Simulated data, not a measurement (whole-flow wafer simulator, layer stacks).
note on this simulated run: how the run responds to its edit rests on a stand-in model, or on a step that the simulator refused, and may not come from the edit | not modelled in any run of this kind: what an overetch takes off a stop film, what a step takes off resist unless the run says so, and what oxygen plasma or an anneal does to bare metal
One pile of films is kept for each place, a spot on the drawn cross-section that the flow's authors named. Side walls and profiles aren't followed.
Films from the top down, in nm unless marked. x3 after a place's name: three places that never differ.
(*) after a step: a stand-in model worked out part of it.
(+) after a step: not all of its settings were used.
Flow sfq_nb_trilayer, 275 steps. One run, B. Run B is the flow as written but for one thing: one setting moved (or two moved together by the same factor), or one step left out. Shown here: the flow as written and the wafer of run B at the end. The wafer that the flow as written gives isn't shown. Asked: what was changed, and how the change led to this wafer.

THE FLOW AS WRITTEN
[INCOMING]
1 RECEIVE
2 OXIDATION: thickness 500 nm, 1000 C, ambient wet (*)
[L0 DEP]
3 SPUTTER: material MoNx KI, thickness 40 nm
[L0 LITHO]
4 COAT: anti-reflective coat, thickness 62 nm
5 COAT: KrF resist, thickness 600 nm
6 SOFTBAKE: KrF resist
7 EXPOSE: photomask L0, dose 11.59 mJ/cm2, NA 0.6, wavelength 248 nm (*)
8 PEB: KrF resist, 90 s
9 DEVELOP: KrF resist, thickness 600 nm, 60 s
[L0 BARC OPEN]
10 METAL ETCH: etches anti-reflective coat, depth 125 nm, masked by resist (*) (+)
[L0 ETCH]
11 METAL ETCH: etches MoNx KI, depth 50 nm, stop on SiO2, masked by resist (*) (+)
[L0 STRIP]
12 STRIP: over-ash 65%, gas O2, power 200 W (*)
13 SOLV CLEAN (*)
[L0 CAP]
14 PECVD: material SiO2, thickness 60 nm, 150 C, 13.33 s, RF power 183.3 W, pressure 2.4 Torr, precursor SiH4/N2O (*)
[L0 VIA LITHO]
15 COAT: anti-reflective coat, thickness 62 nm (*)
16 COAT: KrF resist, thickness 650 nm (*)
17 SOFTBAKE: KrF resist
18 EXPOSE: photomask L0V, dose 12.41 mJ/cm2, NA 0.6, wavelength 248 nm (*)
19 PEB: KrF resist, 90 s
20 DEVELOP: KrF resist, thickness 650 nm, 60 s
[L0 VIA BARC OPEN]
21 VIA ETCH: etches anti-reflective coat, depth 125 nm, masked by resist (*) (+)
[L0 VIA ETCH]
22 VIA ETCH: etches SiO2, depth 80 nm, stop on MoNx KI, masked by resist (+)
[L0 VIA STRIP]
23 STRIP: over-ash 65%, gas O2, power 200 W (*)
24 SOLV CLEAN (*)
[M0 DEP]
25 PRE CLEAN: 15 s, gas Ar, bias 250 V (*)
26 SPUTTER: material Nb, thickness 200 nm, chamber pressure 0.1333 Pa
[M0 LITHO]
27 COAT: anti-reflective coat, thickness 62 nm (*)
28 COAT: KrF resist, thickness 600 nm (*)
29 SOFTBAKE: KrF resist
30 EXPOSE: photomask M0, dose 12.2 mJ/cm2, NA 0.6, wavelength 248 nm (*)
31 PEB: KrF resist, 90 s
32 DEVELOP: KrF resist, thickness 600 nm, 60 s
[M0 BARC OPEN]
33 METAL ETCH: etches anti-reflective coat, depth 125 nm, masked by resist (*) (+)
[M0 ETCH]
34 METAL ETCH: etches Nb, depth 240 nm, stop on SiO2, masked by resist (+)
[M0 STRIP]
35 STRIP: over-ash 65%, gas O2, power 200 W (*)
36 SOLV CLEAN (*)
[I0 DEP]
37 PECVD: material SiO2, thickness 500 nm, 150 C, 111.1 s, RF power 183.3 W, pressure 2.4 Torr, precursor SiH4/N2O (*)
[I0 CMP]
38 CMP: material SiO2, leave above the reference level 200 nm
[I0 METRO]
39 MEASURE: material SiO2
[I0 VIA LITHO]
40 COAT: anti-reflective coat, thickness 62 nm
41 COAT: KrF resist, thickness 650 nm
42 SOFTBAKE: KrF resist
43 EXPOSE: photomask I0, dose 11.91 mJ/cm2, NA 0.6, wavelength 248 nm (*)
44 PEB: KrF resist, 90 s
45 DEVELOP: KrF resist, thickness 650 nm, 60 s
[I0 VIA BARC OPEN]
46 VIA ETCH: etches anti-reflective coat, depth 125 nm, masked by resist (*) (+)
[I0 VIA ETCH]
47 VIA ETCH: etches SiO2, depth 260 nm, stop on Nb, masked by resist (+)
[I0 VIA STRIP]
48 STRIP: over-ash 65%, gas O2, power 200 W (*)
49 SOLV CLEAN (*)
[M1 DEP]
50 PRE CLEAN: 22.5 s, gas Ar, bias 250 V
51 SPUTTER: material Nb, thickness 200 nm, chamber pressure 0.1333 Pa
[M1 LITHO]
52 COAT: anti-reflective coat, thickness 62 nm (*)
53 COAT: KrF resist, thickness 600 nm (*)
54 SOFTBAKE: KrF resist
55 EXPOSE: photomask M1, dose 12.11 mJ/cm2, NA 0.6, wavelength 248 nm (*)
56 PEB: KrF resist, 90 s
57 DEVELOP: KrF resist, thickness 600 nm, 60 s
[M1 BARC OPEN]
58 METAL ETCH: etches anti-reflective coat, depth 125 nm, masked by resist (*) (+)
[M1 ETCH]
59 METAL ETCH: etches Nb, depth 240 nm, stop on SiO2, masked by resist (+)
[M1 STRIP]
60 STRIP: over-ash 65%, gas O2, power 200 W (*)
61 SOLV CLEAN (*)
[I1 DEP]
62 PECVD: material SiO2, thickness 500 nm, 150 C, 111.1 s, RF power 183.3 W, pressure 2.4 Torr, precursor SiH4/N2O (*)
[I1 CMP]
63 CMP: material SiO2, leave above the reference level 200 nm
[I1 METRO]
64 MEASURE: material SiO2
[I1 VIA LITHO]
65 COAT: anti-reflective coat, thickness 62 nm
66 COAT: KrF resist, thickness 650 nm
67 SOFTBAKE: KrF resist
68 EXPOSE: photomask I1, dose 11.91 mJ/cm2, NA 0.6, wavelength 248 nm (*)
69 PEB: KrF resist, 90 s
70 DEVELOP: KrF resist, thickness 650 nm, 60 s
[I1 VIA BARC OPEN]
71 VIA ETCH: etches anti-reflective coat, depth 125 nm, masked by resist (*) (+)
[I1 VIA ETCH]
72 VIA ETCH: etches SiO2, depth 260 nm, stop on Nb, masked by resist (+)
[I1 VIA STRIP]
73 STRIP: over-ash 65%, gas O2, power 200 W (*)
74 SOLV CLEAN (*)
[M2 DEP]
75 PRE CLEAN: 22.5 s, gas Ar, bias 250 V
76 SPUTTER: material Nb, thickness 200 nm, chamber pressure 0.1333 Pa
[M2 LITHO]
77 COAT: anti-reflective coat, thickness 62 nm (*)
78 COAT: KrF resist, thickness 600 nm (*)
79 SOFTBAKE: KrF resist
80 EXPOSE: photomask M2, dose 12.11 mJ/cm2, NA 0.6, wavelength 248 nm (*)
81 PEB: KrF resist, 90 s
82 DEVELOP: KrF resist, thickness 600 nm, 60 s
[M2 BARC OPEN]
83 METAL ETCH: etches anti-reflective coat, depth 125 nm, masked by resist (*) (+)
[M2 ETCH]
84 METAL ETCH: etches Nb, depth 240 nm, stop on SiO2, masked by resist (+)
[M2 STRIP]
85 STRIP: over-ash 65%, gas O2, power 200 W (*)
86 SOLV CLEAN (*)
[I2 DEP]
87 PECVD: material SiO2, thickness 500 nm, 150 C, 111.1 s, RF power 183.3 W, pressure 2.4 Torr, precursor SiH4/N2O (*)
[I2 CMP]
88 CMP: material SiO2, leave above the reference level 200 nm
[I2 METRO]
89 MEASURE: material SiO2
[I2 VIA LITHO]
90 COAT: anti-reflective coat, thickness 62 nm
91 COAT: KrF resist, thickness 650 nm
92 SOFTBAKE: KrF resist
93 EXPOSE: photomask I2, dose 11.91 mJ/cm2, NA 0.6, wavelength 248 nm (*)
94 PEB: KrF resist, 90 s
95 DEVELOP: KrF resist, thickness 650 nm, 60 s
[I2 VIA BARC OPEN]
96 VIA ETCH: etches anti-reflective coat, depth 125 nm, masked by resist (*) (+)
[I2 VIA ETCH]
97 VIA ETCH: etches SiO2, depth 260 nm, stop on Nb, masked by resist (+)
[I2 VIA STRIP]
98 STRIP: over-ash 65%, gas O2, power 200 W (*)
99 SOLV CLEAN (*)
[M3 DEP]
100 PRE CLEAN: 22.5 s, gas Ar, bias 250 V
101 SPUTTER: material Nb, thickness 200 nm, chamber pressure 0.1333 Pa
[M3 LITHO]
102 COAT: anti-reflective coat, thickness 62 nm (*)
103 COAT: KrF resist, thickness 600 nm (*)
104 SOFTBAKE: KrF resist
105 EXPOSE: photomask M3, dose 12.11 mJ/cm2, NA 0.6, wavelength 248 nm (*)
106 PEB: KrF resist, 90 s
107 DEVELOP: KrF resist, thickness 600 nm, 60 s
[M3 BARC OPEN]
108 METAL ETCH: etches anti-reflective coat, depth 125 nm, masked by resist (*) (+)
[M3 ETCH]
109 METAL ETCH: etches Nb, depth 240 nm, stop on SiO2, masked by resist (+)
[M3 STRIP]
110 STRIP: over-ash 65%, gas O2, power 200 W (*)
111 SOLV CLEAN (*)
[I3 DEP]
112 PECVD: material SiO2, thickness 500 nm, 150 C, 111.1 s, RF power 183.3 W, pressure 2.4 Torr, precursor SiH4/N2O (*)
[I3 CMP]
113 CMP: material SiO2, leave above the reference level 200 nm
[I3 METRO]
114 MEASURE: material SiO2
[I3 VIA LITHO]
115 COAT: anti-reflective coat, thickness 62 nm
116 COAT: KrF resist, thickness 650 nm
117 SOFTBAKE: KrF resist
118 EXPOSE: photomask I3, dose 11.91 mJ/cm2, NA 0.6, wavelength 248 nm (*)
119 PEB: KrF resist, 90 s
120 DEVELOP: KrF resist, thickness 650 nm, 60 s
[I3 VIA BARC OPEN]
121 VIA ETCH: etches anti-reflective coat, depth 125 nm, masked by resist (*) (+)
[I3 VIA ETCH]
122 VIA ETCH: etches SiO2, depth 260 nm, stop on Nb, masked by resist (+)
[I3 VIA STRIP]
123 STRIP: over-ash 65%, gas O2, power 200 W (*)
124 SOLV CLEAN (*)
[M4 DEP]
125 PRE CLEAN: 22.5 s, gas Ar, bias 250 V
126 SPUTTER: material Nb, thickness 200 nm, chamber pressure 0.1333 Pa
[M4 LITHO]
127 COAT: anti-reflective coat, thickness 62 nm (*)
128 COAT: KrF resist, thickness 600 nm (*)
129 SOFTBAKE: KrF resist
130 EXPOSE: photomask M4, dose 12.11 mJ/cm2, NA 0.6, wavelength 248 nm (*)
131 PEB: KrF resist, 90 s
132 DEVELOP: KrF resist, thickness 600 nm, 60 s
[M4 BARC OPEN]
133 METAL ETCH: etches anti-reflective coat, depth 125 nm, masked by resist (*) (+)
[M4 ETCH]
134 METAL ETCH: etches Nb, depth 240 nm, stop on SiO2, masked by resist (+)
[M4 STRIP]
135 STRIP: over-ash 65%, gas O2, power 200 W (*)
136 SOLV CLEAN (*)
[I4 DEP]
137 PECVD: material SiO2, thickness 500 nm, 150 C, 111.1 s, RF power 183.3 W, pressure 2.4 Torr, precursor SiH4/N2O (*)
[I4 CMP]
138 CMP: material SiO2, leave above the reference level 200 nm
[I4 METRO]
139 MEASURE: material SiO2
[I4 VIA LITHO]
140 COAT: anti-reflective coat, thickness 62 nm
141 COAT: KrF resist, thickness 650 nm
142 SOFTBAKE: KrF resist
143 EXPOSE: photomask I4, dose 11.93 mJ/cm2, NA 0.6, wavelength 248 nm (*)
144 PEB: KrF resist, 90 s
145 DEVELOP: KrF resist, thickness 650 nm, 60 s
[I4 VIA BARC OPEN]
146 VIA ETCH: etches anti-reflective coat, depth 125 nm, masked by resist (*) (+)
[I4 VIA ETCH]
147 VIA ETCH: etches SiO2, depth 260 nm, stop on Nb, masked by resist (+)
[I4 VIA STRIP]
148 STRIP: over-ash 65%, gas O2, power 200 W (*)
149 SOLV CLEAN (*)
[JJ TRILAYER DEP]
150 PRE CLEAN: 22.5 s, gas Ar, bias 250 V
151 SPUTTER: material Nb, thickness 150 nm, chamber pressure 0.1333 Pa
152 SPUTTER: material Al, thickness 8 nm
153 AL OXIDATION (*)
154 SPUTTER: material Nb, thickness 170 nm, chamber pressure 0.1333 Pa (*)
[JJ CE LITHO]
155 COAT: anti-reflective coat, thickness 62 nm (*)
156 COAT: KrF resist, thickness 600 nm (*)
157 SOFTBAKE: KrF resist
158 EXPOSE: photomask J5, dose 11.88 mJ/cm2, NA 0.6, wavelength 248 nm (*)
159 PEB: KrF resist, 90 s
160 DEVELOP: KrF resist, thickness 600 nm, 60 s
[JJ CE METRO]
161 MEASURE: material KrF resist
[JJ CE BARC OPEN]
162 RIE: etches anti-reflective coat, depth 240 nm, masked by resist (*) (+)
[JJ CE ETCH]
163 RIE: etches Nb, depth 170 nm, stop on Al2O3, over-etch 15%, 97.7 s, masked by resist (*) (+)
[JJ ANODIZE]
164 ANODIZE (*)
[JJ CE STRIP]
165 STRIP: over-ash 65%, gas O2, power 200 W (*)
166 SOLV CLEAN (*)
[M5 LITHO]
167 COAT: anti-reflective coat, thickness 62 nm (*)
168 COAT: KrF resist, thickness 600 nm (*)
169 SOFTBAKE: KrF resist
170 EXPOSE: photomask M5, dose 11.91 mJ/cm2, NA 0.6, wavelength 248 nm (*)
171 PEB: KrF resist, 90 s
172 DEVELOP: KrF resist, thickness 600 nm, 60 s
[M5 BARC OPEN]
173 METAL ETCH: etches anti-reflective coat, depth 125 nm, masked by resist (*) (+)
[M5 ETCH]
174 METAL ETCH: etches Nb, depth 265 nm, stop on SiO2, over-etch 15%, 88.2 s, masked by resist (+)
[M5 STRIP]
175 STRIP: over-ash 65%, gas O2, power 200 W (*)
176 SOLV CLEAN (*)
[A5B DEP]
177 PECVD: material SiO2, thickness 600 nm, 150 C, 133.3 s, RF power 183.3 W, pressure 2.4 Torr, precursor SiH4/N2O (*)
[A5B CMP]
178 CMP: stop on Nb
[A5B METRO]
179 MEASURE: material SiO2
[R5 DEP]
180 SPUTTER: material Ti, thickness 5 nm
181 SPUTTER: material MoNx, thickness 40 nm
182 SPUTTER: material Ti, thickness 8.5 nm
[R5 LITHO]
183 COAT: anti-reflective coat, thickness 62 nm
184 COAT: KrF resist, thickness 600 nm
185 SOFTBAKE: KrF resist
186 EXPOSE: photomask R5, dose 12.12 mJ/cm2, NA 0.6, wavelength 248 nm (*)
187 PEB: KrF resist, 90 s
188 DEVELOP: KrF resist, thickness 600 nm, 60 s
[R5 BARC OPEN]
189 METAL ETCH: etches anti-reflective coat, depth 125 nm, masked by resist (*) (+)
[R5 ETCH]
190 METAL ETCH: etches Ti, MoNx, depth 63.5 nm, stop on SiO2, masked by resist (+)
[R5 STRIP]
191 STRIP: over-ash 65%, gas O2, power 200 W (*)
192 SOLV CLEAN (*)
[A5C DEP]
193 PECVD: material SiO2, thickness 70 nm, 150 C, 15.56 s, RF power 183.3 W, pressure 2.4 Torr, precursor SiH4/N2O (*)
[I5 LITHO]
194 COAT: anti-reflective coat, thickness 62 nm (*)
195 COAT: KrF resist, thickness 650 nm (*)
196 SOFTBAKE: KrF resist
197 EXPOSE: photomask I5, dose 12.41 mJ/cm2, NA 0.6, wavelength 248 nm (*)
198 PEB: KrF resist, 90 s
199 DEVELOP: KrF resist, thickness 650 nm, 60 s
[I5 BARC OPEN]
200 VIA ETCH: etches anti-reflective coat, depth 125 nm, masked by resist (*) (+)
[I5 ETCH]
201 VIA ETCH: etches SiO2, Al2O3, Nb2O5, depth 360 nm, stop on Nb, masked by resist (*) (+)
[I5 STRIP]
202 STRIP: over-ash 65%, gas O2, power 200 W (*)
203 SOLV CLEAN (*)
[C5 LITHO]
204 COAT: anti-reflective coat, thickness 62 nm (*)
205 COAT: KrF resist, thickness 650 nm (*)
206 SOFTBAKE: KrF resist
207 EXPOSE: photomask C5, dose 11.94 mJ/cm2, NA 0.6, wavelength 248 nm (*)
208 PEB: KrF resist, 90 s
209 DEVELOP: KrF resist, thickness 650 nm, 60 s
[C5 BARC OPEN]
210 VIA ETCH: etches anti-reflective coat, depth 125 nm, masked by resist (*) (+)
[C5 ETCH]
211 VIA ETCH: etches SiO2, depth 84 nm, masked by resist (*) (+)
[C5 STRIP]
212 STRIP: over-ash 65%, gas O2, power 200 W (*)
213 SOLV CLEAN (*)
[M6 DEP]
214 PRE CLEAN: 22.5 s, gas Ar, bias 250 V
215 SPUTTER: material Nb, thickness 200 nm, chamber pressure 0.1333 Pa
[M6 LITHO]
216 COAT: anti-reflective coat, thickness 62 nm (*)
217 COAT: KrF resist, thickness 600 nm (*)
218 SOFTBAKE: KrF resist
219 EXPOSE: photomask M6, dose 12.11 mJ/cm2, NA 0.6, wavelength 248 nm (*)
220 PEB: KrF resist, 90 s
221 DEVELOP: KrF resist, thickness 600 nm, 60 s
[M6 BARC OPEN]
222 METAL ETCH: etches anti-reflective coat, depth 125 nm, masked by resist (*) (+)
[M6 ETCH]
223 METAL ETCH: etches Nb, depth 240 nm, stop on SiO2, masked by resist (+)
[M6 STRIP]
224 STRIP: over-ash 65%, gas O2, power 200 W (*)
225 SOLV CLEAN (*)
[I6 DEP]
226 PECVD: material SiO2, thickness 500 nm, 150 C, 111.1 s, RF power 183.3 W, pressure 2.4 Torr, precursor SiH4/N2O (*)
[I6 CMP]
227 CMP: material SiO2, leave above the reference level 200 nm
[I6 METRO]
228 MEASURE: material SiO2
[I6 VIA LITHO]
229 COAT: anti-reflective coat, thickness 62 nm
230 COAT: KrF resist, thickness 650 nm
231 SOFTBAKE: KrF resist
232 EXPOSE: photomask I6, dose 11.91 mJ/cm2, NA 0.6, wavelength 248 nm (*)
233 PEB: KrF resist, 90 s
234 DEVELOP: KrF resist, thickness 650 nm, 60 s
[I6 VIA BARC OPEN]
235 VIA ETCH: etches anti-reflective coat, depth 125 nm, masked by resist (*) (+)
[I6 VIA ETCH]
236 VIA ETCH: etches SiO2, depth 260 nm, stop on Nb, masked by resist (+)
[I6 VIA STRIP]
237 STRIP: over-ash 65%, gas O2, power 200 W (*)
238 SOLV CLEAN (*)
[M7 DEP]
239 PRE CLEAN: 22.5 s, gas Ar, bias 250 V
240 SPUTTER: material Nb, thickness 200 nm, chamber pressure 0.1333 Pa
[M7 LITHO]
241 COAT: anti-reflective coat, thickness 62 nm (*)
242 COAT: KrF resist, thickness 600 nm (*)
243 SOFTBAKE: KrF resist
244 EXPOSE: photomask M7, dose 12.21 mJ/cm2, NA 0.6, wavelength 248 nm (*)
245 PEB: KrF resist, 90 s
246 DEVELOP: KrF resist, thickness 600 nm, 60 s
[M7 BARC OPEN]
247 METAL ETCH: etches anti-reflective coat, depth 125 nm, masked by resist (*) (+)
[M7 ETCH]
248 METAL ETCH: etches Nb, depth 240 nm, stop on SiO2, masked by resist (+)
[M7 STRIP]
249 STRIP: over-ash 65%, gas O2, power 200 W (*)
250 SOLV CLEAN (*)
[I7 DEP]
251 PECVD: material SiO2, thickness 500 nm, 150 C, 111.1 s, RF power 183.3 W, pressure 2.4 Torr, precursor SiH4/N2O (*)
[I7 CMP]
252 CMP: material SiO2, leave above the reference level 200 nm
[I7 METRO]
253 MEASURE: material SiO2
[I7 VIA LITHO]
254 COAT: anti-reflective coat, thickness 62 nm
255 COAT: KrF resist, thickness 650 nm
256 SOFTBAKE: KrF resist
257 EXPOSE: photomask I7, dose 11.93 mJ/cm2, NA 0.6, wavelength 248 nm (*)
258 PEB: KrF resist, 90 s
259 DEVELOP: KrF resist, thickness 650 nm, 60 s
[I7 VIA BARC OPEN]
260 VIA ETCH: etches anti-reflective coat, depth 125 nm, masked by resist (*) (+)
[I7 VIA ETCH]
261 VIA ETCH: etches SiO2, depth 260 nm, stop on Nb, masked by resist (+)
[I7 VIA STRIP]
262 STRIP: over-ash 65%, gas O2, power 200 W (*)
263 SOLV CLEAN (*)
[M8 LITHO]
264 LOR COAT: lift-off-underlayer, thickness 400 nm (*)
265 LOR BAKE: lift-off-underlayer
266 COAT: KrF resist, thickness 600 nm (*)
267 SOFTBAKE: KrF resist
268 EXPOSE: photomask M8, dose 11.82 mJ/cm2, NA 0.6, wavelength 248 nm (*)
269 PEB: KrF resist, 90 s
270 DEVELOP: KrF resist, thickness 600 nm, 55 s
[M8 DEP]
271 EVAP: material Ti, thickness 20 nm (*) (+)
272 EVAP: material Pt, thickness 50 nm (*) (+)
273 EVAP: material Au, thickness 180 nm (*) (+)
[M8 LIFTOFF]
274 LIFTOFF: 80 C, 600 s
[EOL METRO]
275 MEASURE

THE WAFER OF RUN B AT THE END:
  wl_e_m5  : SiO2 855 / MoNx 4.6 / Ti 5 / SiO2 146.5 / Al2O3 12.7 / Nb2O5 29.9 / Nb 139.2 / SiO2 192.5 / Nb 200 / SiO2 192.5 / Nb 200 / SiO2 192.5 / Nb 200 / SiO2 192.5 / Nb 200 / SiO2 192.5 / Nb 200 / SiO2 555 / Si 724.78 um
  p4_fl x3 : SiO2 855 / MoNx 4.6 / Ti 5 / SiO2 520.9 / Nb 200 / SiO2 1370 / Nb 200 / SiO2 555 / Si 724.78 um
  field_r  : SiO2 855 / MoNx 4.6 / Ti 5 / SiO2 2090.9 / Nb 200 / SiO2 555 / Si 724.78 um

The cause: step 181, SPUTTER: thickness 59.6 nm was run, where the flow has thickness 40 nm.

How the change led to this, step by step:
  181 SPUTTER: material MoNx, thickness 40 nm
      field_l, v_sur, via_wl and 103 more: MoNx +59.6 (new film) (as written it would be: MoNx +40 (new film))
  190 METAL ETCH: etches Ti, MoNx, depth 63.5 nm, stop on SiO2, masked by resist (+)
      field_l, v_sur, via_wl and 92 more: Ti -8.5 (all of it), MoNx -55 (as written it would be: Ti -8.5 (all of it), MoNx -40 (all of it), Ti -5 (all of it))
      ce_l, c5j, ce_r, wl_jj: Ti -8.5 (all of it), MoNx -55 (as written it would be: Ti -8.5 (all of it), MoNx -40 (all of it), Ti -5 (all of it), Nb -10)
  193 PECVD: material SiO2, thickness 70 nm, 150 C, 15.56 s, RF power 183.3 W, pressure 2.4 Torr, precursor SiH4/N2O (*)
      field_l, v_sur, via_wl and 92 more: SiO2 +70 (new film) (as written it would be: SiO2 +70)
  194 COAT: anti-reflective coat, thickness 62 nm (*)
      wl_j_sl, wl_j_sr: anti-reflective coat +62 (new film) (as written it would be: anti-reflective coat +60.2 (new film))
      r5r_spacepad_l, r5r_spacepad_r: anti-reflective coat +88.7 (new film) (as written it would be: anti-reflective coat +84.4 (new film))
      (and at 12 more places)
  201 VIA ETCH: etches SiO2, Al2O3, Nb2O5, depth 360 nm, stop on Nb, masked by resist (*) (+)
      be: SiO2 -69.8 (all of it), MoNx -4.6 (all of it), Ti -5 (all of it), SiO2 -146.5 (all of it), Al2O3 -12.7 (all of it), Nb2O5 -29.9 (all of it) (as written it would be: SiO2 -216.4 (all of it), Al2O3 -12.7 (all of it), Nb2O5 -29.9 (all of it))
  202 STRIP: over-ash 65%, gas O2, power 200 W (*)
      wl_j_sl, wl_j_sr: KrF resist -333 (all of it), anti-reflective coat -62 (all of it) (as written it would be: KrF resist -333.3 (all of it), anti-reflective coat -60.2 (all of it))
      r5r_spacepad_l, r5r_spacepad_r: KrF resist -336 (all of it), anti-reflective coat -88.7 (all of it) (as written it would be: KrF resist -335.6 (all of it), anti-reflective coat -84.4 (all of it))
      (and at 12 more places)
  204 COAT: anti-reflective coat, thickness 62 nm (*)
      wl_j_sl, wl_j_sr: anti-reflective coat +62 (new film) (as written it would be: anti-reflective coat +60.2 (new film))
      r5r_spacepad_l, r5r_spacepad_r: anti-reflective coat +88.7 (new film) (as written it would be: anti-reflective coat +84.4 (new film))
      (and at 12 more places)
  210 VIA ETCH: etches anti-reflective coat, depth 125 nm, masked by resist (*) (+)
      c5j: anti-reflective coat -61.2 (all of it), SiO2 -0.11 (as written it would be: anti-reflective coat -63.9 (all of it), SiO2 -0.11)
  211 VIA ETCH: etches SiO2, depth 84 nm, masked by resist (*) (+)
      c5j: SiO2 -69.9 (all of it) (as written it would be: SiO2 -69.9 (all of it), Nb -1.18)
  212 STRIP: over-ash 65%, gas O2, power 200 W (*)
      wl_j_sl, wl_j_sr: KrF resist -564 (all of it), anti-reflective coat -62 (all of it) (as written it would be: KrF resist -563.4 (all of it), anti-reflective coat -60.2 (all of it))
      r5r_spacepad_l, r5r_spacepad_r: KrF resist -566.9 (all of it), anti-reflective coat -88.7 (all of it) (as written it would be: KrF resist -565.8 (all of it), anti-reflective coat -84.4 (all of it))
      (and at 11 more places)
  214 PRE CLEAN: 22.5 s, gas Ar, bias 250 V
      c5j: MoNx -4.6 (all of it), Ti -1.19 (as written it would be: Nb -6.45)
  215 SPUTTER: material Nb, thickness 200 nm, chamber pressure 0.1333 Pa
      c5j: Nb +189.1 (new film) (as written it would be: Nb +188.4)
  216 COAT: anti-reflective coat, thickness 62 nm (*)
      r5r_line_l, r5r_line_c, r5r_line_r: anti-reflective coat +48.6 (new film) (as written it would be: anti-reflective coat +50 (new film))
      wl_j_sl, wl_j_sr: anti-reflective coat +62 (new film) (as written it would be: anti-reflective coat +60.2 (new film))
      (and at 13 more places)
  222 METAL ETCH: etches anti-reflective coat, depth 125 nm, masked by resist (*) (+)
      r5r_line_l, r5r_line_c, r5r_line_r: anti-reflective coat -48.6 (all of it) (as written it would be: anti-reflective coat -50 (all of it))
      r5r_spacepad_l, r5r_spacepad_r: anti-reflective coat -90.7 (all of it) (as written it would be: anti-reflective coat -85.7 (all of it))
      (and at 1 more place)
  224 STRIP: over-ash 65%, gas O2, power 200 W (*)
      wl_j_sl, wl_j_sr: KrF resist -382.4 (all of it), anti-reflective coat -62 (all of it) (as written it would be: KrF resist -382.5 (all of it), anti-reflective coat -60.2 (all of it))
      be_sur: KrF resist -371.7 (all of it), anti-reflective coat -42.9 (all of it) (as written it would be: KrF resist -371.2 (all of it), anti-reflective coat -43.8 (all of it))
      (and at 9 more places)
  227 CMP: material SiO2, leave above the reference level 200 nm
      r5r_line_l, r5r_spacepad_l, r5r_spacepad_r, r5r_line_c, r5r_line_r: SiO2 -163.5 (as written it would be: SiO2 -153.5)
      ce_l, ce_r, wl_jj: SiO2 -300 (as written it would be: SiO2 -290)
      (and at 5 more places)
Counting metal films that touch as one body, wl_e_m5 has 7 bodies (between them, from the top down: SiO2 146.5 / Al2O3 12.7 / Nb2O5 29.9; SiO2 192.5; SiO2 192.5; SiO2 192.5; SiO2 192.5; SiO2 192.5); the flow as written gives 6 bodies (between them, from the top down: SiO2 192.5; SiO2 192.5; SiO2 192.5; SiO2 192.5; SiO2 192.5).
Counting metal films that touch as one body, p4_fl x3 has 3 bodies (between them, from the top down: SiO2 520.9; SiO2 1370); the flow as written gives 2 bodies (between them, from the top down: SiO2 1370).
Counting metal films that touch as one body, field_r has 2 bodies (between them, from the top down: SiO2 2090.9); the flow as written gives 1 body.
